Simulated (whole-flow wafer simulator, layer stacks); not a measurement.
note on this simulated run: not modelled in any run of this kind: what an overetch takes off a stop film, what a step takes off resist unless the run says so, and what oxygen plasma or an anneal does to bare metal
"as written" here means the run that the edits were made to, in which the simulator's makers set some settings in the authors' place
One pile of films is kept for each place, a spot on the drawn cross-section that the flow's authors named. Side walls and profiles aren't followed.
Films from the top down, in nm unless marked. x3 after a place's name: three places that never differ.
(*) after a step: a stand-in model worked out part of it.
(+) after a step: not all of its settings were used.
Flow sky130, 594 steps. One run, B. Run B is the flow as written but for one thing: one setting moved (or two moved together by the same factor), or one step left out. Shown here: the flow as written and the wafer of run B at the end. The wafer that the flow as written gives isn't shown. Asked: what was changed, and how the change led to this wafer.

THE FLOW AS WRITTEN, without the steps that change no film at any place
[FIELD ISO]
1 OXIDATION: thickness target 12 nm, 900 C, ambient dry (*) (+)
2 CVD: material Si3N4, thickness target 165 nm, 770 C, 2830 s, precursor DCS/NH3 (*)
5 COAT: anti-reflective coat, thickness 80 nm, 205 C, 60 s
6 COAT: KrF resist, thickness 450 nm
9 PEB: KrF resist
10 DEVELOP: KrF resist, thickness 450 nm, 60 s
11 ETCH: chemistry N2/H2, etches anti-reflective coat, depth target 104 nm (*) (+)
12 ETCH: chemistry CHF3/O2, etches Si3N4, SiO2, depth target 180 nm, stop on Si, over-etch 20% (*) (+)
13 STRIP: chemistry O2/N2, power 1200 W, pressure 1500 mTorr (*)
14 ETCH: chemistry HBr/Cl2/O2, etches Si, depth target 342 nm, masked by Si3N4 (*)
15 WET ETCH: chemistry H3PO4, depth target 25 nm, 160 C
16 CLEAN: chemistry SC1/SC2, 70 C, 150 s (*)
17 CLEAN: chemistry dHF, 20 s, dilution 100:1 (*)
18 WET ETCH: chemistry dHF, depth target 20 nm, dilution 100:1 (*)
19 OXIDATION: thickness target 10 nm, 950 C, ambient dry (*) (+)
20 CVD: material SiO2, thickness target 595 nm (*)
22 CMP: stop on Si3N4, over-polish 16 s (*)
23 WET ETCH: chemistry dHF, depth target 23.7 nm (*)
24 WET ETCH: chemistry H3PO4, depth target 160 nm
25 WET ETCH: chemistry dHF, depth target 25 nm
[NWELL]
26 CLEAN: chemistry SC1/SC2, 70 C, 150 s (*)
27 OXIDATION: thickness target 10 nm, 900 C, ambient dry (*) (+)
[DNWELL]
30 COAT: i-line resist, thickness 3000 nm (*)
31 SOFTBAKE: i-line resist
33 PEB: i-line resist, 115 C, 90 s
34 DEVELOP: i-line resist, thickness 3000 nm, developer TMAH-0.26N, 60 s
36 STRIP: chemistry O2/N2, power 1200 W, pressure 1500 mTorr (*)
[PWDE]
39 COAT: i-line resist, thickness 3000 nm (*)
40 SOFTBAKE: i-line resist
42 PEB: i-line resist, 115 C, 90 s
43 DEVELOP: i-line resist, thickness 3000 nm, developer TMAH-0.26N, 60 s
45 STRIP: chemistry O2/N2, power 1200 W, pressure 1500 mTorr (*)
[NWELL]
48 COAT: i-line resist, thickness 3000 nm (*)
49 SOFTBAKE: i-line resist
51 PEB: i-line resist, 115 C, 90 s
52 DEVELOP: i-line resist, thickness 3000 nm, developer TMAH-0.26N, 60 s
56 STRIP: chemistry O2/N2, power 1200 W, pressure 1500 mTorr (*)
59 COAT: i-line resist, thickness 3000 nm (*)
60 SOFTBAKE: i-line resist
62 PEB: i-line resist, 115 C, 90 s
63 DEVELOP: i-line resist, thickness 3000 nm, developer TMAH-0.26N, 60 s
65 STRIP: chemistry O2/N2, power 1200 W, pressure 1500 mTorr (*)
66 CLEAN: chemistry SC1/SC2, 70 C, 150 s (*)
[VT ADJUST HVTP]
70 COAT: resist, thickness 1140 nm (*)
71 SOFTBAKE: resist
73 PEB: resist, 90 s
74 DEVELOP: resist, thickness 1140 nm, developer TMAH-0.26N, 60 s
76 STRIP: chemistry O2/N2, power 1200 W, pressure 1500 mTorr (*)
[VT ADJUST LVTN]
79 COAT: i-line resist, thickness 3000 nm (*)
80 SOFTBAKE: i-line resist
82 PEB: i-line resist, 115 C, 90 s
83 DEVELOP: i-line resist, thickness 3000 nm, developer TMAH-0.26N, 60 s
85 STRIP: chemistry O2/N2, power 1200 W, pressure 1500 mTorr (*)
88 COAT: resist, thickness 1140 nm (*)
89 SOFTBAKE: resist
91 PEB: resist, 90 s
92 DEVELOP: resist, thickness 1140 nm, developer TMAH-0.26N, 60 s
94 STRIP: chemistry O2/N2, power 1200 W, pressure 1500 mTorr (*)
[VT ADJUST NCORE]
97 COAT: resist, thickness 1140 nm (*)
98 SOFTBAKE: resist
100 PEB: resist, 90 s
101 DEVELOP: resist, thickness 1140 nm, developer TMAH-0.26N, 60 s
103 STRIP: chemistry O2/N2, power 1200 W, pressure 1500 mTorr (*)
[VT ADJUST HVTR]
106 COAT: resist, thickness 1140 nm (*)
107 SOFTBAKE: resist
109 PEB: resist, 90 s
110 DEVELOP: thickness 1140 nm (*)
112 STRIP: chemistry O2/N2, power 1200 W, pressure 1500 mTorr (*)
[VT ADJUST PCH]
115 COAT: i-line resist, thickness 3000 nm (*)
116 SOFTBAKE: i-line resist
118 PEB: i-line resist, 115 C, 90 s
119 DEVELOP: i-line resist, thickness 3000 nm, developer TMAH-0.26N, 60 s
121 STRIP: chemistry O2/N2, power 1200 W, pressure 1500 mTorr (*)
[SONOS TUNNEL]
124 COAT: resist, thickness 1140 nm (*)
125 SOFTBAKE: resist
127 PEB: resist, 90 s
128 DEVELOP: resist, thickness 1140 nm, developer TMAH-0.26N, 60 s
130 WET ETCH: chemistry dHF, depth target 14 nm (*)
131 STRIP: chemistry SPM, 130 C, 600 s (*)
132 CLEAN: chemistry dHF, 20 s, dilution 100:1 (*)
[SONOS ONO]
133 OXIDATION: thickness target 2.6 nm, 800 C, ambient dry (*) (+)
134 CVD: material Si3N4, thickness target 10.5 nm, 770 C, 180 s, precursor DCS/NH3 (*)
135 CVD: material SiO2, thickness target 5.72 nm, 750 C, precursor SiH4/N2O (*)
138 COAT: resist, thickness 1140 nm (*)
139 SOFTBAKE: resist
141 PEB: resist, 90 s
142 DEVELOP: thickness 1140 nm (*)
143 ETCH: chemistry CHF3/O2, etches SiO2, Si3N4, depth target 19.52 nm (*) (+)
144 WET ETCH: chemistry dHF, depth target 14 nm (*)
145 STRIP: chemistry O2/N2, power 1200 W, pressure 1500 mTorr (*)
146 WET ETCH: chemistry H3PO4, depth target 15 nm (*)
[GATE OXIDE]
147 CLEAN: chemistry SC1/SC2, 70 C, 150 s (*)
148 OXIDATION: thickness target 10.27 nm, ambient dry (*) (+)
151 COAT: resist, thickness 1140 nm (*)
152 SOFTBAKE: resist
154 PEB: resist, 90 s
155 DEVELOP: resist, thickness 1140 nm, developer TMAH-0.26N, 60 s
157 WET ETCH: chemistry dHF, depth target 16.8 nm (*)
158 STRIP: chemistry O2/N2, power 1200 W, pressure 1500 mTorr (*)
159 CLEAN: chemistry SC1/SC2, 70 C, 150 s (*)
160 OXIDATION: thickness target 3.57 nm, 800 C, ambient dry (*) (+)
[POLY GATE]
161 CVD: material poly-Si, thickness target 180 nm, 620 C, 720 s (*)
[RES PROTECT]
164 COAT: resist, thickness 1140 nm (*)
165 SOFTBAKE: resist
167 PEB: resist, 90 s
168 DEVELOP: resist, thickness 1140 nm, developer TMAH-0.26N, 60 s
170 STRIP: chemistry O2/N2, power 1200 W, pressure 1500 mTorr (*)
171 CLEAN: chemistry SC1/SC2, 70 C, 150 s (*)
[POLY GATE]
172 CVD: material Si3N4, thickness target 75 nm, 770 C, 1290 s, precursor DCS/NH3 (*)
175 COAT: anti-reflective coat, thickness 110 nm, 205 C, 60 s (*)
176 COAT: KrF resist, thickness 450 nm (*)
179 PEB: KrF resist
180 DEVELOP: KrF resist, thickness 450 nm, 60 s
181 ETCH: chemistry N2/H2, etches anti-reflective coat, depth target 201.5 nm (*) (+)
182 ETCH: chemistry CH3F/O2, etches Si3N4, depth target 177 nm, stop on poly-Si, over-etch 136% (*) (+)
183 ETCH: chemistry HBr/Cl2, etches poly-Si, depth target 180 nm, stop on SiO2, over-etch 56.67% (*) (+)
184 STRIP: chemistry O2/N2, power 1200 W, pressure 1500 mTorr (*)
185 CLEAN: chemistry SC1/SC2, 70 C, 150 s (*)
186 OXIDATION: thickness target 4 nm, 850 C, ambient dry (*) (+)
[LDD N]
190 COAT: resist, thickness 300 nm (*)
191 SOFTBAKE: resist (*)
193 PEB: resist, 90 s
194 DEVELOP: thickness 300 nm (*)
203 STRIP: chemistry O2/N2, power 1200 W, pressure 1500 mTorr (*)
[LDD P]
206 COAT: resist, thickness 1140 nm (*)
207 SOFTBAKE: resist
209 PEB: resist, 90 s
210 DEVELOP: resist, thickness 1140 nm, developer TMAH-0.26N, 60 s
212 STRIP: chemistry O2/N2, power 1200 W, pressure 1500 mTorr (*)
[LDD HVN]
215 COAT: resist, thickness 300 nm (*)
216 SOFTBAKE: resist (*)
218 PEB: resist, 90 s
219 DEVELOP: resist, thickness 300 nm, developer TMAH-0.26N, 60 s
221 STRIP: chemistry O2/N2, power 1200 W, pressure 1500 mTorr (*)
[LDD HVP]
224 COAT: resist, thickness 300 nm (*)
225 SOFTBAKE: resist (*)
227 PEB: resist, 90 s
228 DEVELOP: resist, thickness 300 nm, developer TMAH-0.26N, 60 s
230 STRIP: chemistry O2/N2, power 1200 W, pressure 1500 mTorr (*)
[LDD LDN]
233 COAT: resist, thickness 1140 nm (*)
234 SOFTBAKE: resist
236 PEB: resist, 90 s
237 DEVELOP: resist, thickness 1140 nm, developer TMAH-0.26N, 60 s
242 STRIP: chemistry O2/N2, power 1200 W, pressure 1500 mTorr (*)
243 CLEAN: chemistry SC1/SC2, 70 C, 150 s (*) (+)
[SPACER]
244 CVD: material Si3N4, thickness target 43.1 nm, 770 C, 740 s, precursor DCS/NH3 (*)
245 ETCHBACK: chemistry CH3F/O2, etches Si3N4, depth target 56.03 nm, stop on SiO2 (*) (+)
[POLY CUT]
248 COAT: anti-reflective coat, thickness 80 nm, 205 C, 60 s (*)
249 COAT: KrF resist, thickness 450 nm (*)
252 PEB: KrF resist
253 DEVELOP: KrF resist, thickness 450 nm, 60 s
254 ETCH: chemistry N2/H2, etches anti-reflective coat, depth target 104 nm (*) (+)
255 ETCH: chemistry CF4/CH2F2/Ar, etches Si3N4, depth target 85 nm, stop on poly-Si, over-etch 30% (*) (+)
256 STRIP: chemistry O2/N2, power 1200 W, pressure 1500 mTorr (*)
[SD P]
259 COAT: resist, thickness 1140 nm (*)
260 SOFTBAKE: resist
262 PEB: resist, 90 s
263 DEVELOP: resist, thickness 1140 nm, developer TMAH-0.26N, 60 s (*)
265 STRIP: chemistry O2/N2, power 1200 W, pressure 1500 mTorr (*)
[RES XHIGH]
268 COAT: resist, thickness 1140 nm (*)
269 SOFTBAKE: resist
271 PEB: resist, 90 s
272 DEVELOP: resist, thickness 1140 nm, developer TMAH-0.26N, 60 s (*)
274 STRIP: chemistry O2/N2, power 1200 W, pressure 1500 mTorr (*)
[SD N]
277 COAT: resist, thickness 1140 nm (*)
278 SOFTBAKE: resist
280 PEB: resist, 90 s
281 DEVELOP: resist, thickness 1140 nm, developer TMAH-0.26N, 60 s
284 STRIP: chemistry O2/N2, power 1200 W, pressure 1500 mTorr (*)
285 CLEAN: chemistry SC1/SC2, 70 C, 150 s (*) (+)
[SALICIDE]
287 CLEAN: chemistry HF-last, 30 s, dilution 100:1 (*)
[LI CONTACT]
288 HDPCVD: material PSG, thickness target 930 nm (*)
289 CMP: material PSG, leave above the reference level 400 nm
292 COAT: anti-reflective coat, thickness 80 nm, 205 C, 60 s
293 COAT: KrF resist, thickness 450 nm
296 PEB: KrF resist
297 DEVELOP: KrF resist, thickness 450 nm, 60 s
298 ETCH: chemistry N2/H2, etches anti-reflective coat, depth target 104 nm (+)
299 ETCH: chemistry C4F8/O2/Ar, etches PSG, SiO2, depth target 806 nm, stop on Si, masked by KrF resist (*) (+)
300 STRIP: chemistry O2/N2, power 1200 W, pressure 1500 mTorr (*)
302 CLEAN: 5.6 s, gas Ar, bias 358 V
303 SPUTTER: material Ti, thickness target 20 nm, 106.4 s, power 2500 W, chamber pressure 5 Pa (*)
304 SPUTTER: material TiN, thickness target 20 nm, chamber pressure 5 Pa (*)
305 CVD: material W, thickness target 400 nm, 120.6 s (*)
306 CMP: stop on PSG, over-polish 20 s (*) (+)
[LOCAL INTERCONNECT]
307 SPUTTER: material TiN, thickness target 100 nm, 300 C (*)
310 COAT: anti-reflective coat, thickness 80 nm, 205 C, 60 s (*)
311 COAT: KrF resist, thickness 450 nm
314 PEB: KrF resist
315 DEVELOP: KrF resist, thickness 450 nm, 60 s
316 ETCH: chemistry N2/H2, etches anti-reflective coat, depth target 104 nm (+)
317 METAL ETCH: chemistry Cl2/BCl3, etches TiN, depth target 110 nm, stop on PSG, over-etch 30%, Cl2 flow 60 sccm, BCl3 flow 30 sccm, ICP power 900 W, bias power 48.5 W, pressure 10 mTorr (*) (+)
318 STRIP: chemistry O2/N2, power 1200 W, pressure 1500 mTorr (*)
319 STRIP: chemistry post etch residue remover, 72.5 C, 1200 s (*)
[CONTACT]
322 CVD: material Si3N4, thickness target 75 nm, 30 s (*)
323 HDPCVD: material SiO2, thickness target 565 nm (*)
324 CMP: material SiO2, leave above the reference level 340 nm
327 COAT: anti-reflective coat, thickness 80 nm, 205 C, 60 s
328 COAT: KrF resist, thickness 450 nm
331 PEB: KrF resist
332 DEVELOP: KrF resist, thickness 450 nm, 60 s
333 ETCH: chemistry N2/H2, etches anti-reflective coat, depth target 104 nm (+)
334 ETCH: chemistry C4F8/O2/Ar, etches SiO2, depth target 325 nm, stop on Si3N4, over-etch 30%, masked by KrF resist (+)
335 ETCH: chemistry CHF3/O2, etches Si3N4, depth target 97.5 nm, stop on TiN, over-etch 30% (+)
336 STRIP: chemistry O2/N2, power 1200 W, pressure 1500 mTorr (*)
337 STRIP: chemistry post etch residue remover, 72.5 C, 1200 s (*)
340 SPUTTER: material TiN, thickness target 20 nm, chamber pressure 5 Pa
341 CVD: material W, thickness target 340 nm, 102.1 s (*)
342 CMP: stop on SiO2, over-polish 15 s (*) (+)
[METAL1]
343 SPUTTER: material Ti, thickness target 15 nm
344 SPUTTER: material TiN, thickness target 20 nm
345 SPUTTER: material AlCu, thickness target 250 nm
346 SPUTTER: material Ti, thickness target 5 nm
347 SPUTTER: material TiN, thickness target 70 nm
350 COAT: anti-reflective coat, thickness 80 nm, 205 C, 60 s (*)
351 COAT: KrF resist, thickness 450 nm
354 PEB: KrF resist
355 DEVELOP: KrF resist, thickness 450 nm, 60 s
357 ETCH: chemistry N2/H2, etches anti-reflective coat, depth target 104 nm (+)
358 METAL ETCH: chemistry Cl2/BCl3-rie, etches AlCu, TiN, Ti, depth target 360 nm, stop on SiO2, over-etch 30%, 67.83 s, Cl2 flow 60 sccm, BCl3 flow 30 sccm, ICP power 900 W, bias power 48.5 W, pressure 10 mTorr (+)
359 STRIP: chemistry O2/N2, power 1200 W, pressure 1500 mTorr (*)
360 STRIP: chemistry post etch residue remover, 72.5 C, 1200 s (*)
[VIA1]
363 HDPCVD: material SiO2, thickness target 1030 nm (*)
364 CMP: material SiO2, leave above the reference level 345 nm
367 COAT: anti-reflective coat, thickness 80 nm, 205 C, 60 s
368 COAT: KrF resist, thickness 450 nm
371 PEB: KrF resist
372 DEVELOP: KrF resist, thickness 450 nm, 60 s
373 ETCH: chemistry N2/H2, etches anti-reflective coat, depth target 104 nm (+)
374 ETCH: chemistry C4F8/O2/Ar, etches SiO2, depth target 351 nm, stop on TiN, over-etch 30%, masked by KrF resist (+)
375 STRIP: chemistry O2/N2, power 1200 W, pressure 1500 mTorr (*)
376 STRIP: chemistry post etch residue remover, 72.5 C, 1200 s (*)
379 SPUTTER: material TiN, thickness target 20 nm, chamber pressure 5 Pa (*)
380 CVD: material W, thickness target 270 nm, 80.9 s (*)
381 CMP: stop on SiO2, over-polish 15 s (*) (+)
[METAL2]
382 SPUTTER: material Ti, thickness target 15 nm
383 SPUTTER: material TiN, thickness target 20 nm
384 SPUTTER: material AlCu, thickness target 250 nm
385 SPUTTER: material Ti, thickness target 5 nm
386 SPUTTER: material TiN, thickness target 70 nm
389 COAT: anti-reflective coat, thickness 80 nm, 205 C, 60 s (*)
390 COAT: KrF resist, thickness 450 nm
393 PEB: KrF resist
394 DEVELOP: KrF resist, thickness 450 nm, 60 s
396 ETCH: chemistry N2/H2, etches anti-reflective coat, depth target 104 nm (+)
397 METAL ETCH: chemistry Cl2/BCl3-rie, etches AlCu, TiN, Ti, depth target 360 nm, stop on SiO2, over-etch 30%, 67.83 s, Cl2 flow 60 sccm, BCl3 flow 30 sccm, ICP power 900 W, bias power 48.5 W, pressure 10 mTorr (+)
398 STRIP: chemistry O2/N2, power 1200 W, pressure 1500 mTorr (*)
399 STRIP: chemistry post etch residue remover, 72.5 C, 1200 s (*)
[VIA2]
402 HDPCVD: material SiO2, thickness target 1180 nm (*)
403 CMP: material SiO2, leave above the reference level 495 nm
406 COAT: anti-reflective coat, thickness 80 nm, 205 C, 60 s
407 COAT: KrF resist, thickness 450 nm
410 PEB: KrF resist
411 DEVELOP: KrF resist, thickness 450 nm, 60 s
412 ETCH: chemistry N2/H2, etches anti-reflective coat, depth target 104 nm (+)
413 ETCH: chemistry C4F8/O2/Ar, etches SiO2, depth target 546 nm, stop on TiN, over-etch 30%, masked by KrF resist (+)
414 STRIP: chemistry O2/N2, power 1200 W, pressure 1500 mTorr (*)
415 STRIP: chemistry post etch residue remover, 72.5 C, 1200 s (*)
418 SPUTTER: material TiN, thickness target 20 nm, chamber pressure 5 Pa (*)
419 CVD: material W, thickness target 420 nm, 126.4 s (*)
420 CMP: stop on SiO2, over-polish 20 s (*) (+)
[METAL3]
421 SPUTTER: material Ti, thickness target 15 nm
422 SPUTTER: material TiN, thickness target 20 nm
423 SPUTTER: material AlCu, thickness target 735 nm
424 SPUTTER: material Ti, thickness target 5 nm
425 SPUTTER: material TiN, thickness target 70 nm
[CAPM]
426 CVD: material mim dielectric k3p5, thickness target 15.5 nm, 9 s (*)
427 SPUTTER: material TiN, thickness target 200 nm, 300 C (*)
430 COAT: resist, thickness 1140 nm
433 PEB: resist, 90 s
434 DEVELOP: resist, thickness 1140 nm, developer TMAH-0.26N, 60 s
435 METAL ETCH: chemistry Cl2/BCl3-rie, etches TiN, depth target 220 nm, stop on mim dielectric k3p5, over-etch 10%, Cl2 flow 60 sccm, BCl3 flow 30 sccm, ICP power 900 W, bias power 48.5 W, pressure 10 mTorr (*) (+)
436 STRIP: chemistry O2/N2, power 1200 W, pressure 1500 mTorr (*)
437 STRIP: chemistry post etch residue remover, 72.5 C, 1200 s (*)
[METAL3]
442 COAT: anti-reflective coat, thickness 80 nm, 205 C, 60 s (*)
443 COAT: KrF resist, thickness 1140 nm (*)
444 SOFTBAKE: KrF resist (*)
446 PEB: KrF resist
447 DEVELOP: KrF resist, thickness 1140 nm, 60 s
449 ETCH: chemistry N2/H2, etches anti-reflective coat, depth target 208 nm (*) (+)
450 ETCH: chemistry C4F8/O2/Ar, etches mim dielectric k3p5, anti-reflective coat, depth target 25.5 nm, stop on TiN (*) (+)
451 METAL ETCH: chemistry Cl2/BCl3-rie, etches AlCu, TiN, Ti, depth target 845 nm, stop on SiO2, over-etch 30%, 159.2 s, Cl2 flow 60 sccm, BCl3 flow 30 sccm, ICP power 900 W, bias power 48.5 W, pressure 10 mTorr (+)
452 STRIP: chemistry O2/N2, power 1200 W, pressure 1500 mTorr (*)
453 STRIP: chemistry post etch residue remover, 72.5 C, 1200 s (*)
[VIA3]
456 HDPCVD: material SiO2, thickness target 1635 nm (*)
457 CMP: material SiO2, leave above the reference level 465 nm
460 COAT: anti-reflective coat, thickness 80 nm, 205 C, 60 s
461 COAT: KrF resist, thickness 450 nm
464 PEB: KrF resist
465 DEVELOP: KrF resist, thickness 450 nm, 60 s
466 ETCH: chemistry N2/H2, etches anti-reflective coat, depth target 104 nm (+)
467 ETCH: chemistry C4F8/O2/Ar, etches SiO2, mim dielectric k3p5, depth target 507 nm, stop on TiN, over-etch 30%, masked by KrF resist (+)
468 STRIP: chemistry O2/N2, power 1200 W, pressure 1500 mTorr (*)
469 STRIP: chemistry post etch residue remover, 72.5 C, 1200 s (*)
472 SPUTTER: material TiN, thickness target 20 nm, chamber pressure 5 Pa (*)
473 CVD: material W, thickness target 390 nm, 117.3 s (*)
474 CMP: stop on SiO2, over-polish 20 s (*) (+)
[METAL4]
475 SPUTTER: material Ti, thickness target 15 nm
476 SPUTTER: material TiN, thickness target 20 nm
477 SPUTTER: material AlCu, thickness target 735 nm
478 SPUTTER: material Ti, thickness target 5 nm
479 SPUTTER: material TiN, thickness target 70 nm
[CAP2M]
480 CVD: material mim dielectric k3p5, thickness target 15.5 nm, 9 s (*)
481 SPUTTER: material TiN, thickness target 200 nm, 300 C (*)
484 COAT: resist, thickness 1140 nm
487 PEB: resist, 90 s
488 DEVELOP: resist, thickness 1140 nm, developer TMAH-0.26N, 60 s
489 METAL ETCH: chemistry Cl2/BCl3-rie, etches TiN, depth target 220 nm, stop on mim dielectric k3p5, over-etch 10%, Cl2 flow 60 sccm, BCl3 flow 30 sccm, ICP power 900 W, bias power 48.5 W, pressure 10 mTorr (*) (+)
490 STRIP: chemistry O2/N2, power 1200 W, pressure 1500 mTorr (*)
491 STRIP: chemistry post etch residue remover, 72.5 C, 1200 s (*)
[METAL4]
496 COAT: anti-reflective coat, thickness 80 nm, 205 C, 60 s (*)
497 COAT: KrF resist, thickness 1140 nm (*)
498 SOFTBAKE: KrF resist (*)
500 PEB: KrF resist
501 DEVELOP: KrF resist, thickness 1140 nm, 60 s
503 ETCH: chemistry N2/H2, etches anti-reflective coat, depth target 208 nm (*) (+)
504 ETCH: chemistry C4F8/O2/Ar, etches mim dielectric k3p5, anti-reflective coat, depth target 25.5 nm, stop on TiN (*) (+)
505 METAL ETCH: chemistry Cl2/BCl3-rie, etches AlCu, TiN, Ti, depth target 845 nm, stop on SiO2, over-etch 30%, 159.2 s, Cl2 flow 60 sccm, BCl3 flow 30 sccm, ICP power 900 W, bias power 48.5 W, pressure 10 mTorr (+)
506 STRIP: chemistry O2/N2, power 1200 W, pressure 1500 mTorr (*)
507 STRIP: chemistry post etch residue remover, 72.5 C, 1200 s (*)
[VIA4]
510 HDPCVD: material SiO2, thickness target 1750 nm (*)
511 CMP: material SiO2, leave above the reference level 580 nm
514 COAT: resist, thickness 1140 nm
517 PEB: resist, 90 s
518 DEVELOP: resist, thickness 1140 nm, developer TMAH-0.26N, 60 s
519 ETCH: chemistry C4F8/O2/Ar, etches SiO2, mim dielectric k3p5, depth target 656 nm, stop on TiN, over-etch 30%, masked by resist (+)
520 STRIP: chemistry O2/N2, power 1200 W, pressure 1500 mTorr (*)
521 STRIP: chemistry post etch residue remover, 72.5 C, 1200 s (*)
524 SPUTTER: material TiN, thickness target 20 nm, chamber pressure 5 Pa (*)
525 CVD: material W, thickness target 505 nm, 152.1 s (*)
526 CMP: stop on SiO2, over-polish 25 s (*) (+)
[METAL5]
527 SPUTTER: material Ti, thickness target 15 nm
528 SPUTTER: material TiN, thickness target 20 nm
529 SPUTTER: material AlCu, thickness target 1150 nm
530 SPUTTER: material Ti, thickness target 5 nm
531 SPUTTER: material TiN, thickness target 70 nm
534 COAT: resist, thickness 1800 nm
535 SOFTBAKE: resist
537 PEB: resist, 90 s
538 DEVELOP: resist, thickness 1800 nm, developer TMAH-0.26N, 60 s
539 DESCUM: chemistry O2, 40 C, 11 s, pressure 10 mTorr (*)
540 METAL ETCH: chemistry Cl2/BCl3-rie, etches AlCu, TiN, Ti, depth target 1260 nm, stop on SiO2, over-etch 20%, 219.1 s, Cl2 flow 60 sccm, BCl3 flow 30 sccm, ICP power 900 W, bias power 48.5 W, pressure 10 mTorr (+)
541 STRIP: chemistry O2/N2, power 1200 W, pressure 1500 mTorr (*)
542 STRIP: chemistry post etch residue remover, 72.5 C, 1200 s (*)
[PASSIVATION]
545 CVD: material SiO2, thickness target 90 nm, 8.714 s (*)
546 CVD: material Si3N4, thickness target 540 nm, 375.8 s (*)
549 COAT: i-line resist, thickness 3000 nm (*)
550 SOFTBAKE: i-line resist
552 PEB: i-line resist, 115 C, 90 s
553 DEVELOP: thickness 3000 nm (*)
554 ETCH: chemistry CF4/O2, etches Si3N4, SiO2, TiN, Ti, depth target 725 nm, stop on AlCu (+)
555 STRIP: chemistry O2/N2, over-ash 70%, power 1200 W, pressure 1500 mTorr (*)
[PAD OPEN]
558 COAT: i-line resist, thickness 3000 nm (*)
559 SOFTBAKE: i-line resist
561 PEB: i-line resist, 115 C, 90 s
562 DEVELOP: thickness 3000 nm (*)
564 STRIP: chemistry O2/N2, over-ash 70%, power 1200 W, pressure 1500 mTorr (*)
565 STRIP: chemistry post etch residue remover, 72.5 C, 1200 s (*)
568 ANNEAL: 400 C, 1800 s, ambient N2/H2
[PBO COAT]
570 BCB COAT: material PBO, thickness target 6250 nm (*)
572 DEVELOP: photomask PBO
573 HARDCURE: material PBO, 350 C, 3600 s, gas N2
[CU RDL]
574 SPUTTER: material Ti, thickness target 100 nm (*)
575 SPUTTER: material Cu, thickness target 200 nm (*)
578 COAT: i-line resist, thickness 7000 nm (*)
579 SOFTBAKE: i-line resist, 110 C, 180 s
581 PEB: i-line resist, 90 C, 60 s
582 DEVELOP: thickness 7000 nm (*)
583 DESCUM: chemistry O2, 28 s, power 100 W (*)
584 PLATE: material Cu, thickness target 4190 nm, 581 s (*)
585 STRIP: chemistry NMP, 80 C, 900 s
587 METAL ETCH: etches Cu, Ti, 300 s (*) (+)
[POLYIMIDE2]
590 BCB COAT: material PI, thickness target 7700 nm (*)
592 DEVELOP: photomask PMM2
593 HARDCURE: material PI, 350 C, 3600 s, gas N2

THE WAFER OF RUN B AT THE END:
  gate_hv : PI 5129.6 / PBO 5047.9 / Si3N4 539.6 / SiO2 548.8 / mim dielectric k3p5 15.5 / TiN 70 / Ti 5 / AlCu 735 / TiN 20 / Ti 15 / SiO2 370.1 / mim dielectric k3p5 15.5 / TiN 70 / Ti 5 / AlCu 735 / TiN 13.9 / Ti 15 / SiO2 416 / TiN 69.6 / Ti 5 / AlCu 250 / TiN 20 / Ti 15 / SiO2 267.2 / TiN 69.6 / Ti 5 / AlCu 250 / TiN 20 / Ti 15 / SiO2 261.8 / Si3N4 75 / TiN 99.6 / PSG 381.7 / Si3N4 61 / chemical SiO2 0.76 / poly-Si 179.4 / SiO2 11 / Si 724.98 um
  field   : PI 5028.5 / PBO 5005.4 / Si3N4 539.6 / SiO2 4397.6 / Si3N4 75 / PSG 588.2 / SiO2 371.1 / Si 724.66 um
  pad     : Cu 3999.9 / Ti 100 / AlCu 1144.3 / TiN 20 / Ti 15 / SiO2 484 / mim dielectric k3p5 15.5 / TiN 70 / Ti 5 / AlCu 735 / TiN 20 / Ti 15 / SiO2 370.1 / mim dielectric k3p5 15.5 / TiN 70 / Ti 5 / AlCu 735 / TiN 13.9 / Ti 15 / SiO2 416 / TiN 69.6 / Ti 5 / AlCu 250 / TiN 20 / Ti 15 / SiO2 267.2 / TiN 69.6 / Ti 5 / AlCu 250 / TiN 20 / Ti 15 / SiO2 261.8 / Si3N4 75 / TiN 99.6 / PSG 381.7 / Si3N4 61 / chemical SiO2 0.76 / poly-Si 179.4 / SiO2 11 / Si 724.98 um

The cause: step 422, SPUTTER: thickness target 13.9 nm was run, where the flow has thickness target 20 nm.
It can be read off the wafer: gate_hv has TiN 13.9, and step 422 as written asks for 20 nm.

How the change led to this, step by step:
  422 SPUTTER: material TiN, thickness target 20 nm
      field, active, n_well and 188 more: TiN +13.9 (new film) (as written it would be: TiN +20 (new film))
  451 METAL ETCH: chemistry Cl2/BCl3-rie, etches AlCu, TiN, Ti, depth target 845 nm, stop on SiO2, over-etch 30%, 159.2 s, Cl2 flow 60 sccm, BCl3 flow 30 sccm, ICP power 900 W, bias power 48.5 W, pressure 10 mTorr (+)
      field, active, gate and 69 more: TiN -70 (all of it), Ti -5 (all of it), AlCu -735 (all of it), TiN -13.9 (all of it), Ti -15 (all of it), SiO2 -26 (as written it would be: TiN -70 (all of it), Ti -5 (all of it), AlCu -735 (all of it), TiN -20 (all of it), Ti -15 (all of it), SiO2 -25.4)
      vpp_ln, vpp_iso2, ndiff_ln and 10 more: TiN -70 (all of it), Ti -5 (all of it), AlCu -735 (all of it), TiN -13.9 (all of it), Ti -15 (all of it), SiO2 -26 (as written it would be: TiN -70 (all of it), Ti -5 (all of it), AlCu -735 (all of it), TiN -20 (all of it), Ti -15 (all of it), SiO2 -25.3)
